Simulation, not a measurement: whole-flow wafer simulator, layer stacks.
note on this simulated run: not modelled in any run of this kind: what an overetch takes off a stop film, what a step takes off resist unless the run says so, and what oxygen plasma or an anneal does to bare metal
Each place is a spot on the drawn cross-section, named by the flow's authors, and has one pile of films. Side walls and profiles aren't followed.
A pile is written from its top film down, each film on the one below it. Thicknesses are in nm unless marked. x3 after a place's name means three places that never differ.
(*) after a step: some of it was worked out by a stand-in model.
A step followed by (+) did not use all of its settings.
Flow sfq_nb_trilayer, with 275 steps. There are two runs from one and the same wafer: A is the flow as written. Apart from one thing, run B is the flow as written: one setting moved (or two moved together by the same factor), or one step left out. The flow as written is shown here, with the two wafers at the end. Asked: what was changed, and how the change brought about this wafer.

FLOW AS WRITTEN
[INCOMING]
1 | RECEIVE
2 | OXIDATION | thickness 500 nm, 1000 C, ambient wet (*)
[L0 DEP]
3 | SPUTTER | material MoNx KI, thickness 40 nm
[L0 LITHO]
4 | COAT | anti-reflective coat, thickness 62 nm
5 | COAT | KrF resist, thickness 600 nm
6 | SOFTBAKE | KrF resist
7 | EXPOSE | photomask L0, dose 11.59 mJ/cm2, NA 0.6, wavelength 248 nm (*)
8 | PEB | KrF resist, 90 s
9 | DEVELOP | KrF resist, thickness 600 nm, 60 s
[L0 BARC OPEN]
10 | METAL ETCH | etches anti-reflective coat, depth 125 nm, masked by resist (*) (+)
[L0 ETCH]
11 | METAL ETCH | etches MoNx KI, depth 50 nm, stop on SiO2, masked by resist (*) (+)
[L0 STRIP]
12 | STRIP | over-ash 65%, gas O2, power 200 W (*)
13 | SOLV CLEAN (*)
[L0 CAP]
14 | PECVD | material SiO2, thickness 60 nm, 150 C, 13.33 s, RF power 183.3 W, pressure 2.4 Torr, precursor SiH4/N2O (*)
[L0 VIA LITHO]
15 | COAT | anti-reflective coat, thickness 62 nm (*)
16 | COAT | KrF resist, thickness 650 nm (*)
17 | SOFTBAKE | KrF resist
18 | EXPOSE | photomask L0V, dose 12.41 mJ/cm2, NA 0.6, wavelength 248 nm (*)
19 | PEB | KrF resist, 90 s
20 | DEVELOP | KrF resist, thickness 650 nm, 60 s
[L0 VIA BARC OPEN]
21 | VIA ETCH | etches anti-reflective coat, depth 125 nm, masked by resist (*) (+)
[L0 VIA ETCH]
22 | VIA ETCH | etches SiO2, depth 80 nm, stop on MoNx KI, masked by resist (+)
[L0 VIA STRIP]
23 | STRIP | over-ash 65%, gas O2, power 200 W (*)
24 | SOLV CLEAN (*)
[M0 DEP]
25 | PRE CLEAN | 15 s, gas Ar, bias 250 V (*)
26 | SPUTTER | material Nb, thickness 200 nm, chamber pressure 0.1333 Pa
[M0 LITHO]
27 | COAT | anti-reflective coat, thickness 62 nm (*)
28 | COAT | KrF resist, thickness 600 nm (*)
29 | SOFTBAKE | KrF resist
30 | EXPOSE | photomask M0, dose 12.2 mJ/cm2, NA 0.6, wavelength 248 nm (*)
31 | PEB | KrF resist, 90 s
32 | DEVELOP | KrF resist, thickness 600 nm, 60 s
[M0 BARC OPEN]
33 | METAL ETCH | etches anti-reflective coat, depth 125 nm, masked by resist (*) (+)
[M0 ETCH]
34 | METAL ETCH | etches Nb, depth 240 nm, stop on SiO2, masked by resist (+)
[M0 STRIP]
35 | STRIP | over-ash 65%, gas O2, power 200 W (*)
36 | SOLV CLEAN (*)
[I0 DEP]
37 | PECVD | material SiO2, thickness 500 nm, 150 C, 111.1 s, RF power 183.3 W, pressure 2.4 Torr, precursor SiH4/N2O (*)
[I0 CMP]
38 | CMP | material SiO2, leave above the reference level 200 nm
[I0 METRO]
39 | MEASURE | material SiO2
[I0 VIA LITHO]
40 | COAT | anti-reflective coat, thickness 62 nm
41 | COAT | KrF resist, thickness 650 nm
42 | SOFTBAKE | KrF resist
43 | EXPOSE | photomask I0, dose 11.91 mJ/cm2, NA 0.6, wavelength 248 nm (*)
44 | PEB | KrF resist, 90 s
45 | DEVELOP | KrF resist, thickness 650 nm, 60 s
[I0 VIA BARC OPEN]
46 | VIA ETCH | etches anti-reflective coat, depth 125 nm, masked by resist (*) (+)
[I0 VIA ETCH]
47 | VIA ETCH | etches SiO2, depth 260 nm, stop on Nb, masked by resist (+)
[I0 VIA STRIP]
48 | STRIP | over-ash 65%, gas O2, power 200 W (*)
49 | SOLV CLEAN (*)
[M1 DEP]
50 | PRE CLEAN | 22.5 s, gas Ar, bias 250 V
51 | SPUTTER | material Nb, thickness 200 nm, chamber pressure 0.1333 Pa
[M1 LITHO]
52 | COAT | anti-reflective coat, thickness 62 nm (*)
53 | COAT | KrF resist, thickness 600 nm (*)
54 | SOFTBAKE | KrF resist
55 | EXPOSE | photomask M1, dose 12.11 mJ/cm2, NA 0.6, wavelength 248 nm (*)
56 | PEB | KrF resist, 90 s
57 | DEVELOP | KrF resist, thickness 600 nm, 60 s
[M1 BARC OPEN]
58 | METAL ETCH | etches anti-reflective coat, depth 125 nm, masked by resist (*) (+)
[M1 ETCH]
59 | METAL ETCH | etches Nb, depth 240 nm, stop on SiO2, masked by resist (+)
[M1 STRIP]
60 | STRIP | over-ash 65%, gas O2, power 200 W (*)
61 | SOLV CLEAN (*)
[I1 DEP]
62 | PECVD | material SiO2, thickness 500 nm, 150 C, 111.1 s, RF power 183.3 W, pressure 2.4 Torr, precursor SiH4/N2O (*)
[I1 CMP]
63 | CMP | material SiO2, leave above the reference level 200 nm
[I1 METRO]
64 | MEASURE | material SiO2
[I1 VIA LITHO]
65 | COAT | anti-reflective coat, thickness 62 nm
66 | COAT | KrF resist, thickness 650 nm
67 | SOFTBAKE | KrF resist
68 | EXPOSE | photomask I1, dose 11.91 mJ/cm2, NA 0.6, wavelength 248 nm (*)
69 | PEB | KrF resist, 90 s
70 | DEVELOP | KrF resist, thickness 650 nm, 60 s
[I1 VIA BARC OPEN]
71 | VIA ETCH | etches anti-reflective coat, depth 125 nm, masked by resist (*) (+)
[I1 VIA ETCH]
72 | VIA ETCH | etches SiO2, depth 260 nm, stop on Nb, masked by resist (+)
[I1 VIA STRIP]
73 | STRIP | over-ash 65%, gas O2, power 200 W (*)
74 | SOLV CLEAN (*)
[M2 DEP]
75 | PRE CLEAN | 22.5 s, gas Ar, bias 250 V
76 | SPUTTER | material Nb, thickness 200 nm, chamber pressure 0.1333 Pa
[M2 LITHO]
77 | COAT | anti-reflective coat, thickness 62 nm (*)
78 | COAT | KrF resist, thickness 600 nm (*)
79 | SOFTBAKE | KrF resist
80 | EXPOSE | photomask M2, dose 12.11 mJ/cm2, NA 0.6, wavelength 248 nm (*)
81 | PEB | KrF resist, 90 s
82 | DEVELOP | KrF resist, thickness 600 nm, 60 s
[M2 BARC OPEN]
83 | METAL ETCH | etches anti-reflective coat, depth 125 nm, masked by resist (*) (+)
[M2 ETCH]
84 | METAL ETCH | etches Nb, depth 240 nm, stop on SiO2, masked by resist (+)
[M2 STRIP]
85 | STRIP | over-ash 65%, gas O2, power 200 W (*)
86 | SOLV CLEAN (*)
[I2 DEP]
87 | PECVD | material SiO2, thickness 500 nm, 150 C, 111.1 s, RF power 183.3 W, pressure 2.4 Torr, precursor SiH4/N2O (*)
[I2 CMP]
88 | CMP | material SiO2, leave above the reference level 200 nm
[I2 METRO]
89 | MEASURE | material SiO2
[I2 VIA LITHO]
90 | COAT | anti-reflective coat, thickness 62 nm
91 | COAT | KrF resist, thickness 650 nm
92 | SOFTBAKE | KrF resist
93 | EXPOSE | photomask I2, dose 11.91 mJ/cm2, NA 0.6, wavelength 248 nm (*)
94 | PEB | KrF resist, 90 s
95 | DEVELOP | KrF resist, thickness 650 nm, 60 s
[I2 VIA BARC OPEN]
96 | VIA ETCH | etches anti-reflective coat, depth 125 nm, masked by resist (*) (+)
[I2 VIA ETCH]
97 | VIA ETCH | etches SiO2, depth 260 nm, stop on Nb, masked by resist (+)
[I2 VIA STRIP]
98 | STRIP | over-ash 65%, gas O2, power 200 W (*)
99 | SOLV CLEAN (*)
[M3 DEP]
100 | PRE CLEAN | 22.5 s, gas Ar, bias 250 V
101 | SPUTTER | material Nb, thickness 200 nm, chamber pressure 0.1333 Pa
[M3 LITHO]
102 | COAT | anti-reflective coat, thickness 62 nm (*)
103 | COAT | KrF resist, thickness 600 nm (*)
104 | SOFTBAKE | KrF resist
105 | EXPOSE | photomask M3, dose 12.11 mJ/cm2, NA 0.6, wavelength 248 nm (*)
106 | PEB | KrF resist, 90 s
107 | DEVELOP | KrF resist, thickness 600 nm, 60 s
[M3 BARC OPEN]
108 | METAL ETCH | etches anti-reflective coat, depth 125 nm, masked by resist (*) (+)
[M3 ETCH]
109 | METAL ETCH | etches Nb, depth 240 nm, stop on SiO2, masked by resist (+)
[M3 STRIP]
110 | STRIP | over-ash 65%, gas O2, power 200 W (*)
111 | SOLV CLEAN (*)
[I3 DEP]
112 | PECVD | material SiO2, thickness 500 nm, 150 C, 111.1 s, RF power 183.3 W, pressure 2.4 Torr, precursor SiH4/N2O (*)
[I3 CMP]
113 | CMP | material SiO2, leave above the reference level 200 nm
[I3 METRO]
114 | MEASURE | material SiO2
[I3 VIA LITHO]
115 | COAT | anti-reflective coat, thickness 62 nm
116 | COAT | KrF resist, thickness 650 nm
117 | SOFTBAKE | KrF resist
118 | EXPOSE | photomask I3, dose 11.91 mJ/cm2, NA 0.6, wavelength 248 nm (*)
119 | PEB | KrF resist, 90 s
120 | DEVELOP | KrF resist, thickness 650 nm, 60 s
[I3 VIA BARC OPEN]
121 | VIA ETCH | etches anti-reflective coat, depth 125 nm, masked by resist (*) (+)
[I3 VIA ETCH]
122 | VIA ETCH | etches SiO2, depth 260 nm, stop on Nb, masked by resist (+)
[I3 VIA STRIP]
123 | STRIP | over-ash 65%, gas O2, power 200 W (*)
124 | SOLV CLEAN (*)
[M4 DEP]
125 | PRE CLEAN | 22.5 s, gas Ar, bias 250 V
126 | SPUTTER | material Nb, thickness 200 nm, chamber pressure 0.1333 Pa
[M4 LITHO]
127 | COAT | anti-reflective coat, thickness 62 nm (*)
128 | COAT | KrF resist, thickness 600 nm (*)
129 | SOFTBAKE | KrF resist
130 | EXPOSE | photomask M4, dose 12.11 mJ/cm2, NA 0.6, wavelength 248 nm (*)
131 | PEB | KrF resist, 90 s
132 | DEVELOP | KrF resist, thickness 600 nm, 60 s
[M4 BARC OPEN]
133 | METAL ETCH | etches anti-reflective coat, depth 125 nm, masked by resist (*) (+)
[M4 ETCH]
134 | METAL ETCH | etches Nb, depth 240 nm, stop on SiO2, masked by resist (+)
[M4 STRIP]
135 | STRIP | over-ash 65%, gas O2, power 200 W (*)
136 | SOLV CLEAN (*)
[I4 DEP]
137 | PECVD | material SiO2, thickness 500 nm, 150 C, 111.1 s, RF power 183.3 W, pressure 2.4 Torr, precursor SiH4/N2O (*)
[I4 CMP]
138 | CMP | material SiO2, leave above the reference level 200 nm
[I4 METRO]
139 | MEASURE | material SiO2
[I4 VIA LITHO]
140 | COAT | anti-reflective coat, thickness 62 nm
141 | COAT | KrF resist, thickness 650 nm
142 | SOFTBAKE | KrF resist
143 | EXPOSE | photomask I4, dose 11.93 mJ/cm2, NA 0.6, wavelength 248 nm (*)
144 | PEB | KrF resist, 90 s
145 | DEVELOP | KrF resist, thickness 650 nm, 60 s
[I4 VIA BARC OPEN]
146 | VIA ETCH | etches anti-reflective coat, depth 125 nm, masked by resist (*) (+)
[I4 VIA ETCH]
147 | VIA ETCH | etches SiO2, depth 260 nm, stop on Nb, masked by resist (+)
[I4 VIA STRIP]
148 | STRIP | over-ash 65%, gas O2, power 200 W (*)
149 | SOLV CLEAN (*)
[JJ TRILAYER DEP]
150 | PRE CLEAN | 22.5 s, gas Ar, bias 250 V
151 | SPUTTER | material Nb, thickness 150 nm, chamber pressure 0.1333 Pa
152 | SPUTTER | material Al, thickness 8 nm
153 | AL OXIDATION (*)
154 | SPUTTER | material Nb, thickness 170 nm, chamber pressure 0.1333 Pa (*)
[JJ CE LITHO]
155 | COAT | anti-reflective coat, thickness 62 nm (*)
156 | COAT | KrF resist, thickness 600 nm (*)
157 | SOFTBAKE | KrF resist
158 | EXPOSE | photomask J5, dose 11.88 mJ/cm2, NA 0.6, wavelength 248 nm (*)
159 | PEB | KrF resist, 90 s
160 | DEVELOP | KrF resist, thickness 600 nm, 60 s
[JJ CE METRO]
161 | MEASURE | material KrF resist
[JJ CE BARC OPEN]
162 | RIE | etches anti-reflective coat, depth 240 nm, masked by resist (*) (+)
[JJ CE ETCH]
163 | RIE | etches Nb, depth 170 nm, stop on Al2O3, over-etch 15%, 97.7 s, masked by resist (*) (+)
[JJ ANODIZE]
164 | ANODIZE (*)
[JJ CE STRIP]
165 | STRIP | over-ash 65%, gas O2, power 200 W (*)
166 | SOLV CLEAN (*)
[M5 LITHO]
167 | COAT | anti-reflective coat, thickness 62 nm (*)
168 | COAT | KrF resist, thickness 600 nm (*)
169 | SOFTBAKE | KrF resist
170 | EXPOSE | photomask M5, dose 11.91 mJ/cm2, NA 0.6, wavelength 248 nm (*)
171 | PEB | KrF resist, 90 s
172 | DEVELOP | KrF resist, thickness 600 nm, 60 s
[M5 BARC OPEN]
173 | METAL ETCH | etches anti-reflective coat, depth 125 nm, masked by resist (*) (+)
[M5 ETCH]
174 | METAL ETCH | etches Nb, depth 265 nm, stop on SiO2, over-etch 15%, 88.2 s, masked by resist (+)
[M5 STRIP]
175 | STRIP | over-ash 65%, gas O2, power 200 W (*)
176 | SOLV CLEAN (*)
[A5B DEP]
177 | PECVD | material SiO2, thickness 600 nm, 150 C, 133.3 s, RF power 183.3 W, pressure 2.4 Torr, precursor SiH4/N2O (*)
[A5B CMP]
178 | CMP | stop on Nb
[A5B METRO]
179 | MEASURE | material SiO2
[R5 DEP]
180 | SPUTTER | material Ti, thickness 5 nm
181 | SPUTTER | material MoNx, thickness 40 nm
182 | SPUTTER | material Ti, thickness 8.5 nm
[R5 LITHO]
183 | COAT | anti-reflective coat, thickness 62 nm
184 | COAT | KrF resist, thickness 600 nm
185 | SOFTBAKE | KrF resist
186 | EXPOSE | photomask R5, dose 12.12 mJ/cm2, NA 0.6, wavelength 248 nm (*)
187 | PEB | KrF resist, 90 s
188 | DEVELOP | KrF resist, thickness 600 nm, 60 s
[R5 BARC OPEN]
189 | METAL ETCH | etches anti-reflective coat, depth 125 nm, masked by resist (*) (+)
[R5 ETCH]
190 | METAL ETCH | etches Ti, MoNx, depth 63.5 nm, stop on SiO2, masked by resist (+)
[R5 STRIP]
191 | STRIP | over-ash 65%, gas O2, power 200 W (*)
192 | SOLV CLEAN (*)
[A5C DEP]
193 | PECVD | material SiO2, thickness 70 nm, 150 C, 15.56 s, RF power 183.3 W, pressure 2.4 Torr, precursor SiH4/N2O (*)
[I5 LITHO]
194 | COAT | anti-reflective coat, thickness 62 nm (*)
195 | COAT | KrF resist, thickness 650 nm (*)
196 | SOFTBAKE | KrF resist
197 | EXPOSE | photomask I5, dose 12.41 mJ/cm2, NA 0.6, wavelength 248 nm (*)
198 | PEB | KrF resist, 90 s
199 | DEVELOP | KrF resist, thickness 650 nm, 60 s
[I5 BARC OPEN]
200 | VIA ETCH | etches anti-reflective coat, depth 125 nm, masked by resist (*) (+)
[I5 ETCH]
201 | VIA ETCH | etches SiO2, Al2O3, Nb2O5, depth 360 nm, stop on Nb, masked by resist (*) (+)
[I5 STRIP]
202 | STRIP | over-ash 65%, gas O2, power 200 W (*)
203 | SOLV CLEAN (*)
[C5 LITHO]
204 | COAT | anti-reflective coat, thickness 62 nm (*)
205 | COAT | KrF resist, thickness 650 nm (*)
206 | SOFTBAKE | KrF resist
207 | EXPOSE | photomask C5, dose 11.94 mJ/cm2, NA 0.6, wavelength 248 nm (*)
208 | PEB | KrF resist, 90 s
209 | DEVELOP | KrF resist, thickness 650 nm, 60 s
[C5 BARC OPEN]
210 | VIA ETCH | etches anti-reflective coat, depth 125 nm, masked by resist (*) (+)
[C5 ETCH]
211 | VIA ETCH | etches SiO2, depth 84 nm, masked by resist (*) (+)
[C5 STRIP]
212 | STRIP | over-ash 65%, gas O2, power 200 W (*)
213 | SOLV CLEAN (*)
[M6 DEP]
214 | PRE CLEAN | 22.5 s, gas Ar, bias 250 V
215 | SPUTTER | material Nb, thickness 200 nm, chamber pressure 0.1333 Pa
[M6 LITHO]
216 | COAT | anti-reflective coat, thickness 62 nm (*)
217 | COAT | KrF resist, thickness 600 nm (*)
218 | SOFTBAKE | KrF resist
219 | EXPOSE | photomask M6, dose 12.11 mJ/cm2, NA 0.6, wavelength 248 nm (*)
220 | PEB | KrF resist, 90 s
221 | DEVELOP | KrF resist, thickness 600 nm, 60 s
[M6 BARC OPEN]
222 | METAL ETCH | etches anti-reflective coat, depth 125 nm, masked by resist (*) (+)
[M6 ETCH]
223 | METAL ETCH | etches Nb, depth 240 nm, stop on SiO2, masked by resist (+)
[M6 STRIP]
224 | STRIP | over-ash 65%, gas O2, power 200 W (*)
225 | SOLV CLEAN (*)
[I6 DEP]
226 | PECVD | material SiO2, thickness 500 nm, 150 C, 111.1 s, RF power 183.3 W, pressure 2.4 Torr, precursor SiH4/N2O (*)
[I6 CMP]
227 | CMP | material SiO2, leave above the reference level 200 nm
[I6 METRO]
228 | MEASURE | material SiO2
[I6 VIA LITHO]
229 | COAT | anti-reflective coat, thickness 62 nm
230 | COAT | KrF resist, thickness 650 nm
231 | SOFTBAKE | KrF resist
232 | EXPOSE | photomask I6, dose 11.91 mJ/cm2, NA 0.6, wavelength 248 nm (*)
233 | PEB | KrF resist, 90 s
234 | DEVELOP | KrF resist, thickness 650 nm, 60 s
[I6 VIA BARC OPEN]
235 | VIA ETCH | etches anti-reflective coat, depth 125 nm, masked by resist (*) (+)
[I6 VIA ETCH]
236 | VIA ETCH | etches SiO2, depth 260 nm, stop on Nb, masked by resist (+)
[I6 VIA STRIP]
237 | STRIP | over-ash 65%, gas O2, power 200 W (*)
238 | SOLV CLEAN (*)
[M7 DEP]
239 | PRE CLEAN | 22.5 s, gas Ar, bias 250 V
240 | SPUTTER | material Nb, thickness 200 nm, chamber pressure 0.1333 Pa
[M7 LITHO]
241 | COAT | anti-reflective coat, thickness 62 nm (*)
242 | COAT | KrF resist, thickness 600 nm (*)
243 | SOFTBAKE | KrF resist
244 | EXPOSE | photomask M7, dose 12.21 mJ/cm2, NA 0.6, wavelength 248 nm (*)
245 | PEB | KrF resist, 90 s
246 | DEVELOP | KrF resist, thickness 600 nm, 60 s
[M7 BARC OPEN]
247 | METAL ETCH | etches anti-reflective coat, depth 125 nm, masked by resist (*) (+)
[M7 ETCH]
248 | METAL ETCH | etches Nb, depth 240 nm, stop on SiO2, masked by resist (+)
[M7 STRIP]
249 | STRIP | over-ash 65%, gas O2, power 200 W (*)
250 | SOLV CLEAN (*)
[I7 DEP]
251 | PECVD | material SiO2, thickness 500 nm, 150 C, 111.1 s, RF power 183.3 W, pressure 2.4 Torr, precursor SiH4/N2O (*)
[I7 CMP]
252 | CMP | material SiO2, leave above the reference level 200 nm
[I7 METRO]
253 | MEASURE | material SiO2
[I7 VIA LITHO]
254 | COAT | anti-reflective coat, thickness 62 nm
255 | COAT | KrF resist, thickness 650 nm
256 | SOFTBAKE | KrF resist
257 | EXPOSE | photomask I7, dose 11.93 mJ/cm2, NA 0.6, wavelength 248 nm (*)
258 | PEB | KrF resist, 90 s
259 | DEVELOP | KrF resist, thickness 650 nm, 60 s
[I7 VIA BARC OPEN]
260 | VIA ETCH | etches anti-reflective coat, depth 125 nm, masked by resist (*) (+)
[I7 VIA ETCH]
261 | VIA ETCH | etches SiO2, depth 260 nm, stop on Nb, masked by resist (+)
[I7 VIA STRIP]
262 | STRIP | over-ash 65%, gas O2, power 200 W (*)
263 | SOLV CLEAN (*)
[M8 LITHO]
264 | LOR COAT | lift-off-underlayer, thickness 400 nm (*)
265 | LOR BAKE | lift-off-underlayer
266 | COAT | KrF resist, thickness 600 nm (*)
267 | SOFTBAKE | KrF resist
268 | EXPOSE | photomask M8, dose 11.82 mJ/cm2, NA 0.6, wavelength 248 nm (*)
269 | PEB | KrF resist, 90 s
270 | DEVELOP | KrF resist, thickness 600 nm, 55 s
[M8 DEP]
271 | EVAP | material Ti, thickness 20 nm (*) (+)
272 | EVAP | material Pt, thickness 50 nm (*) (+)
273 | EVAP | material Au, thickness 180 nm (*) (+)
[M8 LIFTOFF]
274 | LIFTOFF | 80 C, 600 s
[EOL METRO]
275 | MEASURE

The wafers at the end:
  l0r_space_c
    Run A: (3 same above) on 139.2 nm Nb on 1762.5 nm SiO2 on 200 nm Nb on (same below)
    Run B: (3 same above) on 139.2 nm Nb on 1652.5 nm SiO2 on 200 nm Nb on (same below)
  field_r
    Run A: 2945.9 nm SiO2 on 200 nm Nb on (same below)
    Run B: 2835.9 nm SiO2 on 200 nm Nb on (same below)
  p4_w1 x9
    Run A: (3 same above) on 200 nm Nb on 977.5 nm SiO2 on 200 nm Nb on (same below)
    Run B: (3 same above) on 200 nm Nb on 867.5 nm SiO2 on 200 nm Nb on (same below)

Cause: step 76, SPUTTER: thickness 90 nm was run, though the flow has thickness 200 nm.

The path from the change to this, step by step:
  76 | SPUTTER | material Nb, thickness 200 nm, chamber pressure 0.1333 Pa
      field_l, v_sur, via_wl and 102 more: A +200 Nb (new film) | B +90 Nb (new film)
      via_v: A +174.5 Nb | B +79.3 Nb
  77 | COAT | anti-reflective coat, thickness 62 nm (*)
      via_v: A +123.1 anti-reflective coat (new film) | B +118.3 anti-reflective coat (new film)
  84 | METAL ETCH | etches Nb, depth 240 nm, stop on SiO2, masked by resist (+)
      field_l, be, be_sur and 81 more: A -200 Nb (all of it) | B -90 Nb (all of it)
      v_sur, via_wl, via_w and 19 more: A -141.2 KrF resist | B -79.4 KrF resist
  85 | STRIP | over-ash 65%, gas O2, power 200 W (*)
      wl_j_sl, wl_jj, wl_j_sr and 12 more: A -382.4 KrF resist (all of it), -62 anti-reflective coat (all of it) | B -444.1 KrF resist (all of it), -62 anti-reflective coat (all of it)
      v_sur: A -380 KrF resist (all of it), -61.4 anti-reflective coat (all of it) | B -442.1 KrF resist (all of it), -61.4 anti-reflective coat (all of it)
      (also at 6 further places)
  87 | PECVD | material SiO2, thickness 500 nm, 150 C, 111.1 s, RF power 183.3 W, pressure 2.4 Torr, precursor SiH4/N2O (*)
      via_v: A +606 SiO2 (new film) | B +579.2 SiO2 (new film)
  88 | CMP | material SiO2, leave above the reference level 200 nm
      field_l, be, be_sur and 81 more: A -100 SiO2 | B -210 SiO2
      via_v: A -181.6 SiO2 | B -169.5 SiO2
